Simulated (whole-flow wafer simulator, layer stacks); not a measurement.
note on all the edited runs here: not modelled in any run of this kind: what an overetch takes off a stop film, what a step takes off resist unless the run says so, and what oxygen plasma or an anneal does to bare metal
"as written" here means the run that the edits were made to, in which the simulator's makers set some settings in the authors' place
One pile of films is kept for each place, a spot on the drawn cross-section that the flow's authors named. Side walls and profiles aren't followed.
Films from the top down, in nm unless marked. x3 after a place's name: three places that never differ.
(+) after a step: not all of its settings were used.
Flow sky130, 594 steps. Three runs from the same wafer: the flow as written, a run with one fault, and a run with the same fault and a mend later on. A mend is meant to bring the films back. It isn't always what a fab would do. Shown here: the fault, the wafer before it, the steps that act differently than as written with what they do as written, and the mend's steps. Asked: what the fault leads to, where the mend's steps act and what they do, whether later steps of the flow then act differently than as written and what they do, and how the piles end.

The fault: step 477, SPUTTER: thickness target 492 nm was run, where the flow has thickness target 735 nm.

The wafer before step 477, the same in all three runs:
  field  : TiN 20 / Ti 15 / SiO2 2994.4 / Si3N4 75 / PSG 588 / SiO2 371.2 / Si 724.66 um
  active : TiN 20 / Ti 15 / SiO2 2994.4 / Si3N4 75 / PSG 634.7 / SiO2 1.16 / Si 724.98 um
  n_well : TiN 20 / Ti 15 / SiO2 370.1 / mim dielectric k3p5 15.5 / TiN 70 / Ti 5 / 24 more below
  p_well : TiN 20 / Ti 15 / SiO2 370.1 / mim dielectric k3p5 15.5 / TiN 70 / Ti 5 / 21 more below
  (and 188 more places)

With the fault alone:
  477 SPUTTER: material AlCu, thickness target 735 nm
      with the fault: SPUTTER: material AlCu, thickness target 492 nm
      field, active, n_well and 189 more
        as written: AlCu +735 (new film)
        with the fault: AlCu +492 (new film)
  Later steps of the flow that act differently than as written (7 more steps differ only slightly, by at most 2% or 0.5 nm, whichever is larger, and aren't shown):
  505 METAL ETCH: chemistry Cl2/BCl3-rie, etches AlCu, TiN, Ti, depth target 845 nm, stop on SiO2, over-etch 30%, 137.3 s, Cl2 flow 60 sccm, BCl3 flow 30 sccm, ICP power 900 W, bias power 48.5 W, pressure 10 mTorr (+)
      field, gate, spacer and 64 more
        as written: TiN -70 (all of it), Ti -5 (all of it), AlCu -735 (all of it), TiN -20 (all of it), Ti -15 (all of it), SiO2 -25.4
        with the fault: TiN -70 (all of it), Ti -5 (all of it), AlCu -492 (all of it), TiN -20 (all of it), Ti -15 (all of it), SiO2 -49.7
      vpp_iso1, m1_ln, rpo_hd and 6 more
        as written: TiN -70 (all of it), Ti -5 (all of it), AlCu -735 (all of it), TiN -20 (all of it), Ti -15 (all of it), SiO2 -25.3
        with the fault: TiN -70 (all of it), Ti -5 (all of it), AlCu -492 (all of it), TiN -20 (all of it), Ti -15 (all of it), SiO2 -49.6
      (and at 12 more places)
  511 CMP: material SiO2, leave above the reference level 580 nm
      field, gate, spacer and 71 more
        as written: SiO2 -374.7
        with the fault: SiO2 -593.3
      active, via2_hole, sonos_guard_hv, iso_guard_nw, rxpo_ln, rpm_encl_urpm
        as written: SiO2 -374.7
        with the fault: SiO2 -593.4
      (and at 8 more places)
  At the end the piles differ from the flow's by more than 2% or 0.5 nm, whichever is larger, at field, active, n_well and 190 more.
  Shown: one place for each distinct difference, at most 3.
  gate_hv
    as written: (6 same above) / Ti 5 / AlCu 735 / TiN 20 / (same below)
    with the fault: (6 same above) / Ti 5 / AlCu 492 / TiN 20 / (same below)
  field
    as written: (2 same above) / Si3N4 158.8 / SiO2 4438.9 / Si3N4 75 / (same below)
    with the fault: (2 same above) / Si3N4 158.8 / SiO2 4195.9 / Si3N4 75 / (same below)
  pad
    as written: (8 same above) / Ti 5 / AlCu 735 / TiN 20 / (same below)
    with the fault: (8 same above) / Ti 5 / AlCu 492 / TiN 20 / (same below)

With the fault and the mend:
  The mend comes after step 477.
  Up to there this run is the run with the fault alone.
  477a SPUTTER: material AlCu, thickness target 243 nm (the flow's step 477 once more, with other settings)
      field, active, n_well and 189 more
        AlCu +243
  No later step of the flow acts differently than as written at any place that is followed.
  At the end the piles are the same as the flow's at every place that both follow.
